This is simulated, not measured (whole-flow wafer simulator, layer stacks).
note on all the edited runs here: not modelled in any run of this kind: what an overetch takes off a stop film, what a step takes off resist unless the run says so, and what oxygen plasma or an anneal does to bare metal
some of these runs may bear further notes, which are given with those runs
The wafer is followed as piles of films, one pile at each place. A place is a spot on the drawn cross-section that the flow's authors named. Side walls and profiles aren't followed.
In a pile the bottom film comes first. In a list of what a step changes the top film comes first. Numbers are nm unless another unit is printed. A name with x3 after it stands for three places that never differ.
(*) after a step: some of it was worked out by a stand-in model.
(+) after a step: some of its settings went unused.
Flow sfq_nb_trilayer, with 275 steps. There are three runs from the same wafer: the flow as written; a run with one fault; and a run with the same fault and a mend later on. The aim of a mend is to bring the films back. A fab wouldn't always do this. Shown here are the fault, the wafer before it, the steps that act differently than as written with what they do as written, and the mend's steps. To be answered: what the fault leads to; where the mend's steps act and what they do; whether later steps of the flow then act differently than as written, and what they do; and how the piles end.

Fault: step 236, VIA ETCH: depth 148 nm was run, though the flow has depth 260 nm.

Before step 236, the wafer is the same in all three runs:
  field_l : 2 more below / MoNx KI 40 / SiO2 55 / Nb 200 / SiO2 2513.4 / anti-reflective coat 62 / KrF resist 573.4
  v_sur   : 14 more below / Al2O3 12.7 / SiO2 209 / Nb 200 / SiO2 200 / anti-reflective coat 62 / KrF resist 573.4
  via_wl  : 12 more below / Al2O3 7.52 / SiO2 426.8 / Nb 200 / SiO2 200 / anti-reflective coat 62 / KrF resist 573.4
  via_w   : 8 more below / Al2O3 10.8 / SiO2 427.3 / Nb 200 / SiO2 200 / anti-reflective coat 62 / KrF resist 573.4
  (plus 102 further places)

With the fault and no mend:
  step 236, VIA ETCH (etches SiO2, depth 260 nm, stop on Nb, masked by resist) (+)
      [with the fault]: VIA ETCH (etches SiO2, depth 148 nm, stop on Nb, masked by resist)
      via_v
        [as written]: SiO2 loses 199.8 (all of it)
        [with the fault]: SiO2 loses 148
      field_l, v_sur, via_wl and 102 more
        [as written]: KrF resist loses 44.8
        [with the fault]: KrF resist loses 25.5
  Later steps of the flow acting differently than as written (3 more steps, not shown, differ only slightly: by at most 2% or 0.5 nm, whichever is larger):
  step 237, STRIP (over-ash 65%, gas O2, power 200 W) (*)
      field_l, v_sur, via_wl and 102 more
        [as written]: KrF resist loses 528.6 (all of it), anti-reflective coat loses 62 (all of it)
        [with the fault]: KrF resist loses 547.9 (all of it), anti-reflective coat loses 62 (all of it)
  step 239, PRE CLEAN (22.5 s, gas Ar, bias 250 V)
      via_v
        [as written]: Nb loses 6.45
        [with the fault]: SiO2 loses 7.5
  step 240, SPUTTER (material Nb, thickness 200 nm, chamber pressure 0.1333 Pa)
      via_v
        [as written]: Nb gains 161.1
        [with the fault]: Nb gains 173.4 (new film)
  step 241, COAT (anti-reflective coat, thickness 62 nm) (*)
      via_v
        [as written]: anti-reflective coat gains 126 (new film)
        [with the fault]: anti-reflective coat gains 113.4 (new film)
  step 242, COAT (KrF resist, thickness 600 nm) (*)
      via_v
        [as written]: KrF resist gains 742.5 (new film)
        [with the fault]: KrF resist gains 700.3 (new film)
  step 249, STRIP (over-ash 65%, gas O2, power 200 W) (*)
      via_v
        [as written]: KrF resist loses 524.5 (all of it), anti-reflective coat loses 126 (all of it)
        [with the fault]: KrF resist loses 482.4 (all of it), anti-reflective coat loses 113.4 (all of it)
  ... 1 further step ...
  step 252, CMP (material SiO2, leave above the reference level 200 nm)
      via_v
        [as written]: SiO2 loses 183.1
        [with the fault]: SiO2 loses 157.1
  The piles end different from the flow's at via_v by more than 2% or 0.5 nm, whichever is larger.
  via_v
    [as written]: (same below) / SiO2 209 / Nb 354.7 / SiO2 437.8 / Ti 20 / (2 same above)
    [with the fault]: (same below) / SiO2 209 / Nb 200 / SiO2 44.3 / Nb 173.4 / SiO2 374.7 / Ti 20 / (2 same above)

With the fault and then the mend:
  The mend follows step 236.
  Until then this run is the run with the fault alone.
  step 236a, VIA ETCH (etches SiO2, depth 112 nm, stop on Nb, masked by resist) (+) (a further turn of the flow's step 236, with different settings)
      field_l, v_sur, via_wl and 102 more
        KrF resist loses 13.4
      via_v
        SiO2 loses 51.8 (all of it)
  Every later step of the flow that is run acts as written, at every place that is followed, to within 2% or 0.5 nm, whichever is larger.
  By the end, the piles equal the flow's at every place that both follow.
